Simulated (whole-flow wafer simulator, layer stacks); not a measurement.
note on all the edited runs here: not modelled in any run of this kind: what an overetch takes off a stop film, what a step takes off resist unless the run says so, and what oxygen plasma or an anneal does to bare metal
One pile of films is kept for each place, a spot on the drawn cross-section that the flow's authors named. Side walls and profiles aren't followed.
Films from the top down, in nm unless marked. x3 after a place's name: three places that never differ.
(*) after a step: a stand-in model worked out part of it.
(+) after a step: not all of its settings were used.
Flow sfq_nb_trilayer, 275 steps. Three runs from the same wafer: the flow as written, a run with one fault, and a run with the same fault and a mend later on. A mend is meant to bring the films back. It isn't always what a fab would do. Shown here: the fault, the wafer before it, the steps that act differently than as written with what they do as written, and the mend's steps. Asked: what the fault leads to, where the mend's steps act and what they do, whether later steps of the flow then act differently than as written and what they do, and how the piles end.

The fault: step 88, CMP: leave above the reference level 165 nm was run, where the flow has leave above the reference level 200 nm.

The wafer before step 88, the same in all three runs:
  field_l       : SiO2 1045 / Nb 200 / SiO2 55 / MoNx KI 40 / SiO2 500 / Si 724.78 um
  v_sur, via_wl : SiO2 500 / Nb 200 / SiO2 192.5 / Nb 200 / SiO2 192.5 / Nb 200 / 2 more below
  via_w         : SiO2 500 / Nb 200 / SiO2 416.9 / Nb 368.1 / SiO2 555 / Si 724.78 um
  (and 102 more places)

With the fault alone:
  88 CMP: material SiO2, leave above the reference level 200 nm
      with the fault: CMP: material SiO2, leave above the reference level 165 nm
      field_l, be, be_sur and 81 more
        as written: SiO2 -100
        with the fault: SiO2 -135
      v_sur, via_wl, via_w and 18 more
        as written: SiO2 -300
        with the fault: SiO2 -335
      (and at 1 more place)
  Later steps of the flow that act differently than as written (4 more steps differ only slightly, by at most 2% or 0.5 nm, whichever is larger, and aren't shown):
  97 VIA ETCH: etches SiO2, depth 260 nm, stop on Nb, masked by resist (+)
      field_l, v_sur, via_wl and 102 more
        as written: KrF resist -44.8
        with the fault: KrF resist -42.6
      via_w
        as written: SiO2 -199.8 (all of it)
        with the fault: SiO2 -164.8 (all of it)
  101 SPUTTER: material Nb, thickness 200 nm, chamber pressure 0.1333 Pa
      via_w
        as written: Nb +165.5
        with the fault: Nb +173.2
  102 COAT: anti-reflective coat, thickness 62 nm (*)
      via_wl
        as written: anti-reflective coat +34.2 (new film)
        with the fault: anti-reflective coat +33.1 (new film)
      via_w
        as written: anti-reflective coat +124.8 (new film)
        with the fault: anti-reflective coat +115.3 (new film)
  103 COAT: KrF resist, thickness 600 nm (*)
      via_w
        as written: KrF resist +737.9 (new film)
        with the fault: KrF resist +709.8 (new film)
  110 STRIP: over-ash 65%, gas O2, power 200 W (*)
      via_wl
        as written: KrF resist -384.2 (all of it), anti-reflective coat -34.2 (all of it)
        with the fault: KrF resist -389.1 (all of it), anti-reflective coat -33.1 (all of it)
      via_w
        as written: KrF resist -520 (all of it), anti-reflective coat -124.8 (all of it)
        with the fault: KrF resist -491.9 (all of it), anti-reflective coat -115.3 (all of it)
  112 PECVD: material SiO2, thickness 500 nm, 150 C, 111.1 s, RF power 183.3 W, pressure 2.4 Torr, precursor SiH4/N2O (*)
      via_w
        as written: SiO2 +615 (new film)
        with the fault: SiO2 +547.8 (new film)
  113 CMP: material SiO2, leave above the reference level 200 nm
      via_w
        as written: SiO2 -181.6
        with the fault: SiO2 -157.1
  At the end the piles differ from the flow's by more than 2% or 0.5 nm, whichever is larger, at v_sur, via_wl, via_w and 39 more.
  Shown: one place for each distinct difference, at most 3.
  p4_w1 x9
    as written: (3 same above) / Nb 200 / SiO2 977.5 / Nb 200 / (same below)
    with the fault: (3 same above) / Nb 200 / SiO2 942.5 / Nb 200 / (same below)
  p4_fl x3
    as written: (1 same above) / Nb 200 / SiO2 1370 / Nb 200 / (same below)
    with the fault: (1 same above) / Nb 200 / SiO2 1335 / Nb 200 / (same below)
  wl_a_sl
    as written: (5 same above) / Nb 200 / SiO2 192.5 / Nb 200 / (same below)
    with the fault: (5 same above) / Nb 200 / SiO2 157.5 / Nb 200 / (same below)

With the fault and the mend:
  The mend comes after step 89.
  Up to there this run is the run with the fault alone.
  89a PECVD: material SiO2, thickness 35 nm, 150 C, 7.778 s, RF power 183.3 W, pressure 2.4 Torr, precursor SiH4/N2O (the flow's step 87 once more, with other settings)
      field_l, v_sur, via_wl and 103 more
        SiO2 +35
  No later step of the flow acts differently than as written, at any place that is followed, by more than 2% or 0.5 nm, whichever is larger.
  At the end the piles are the same as the flow's at every place that both follow.
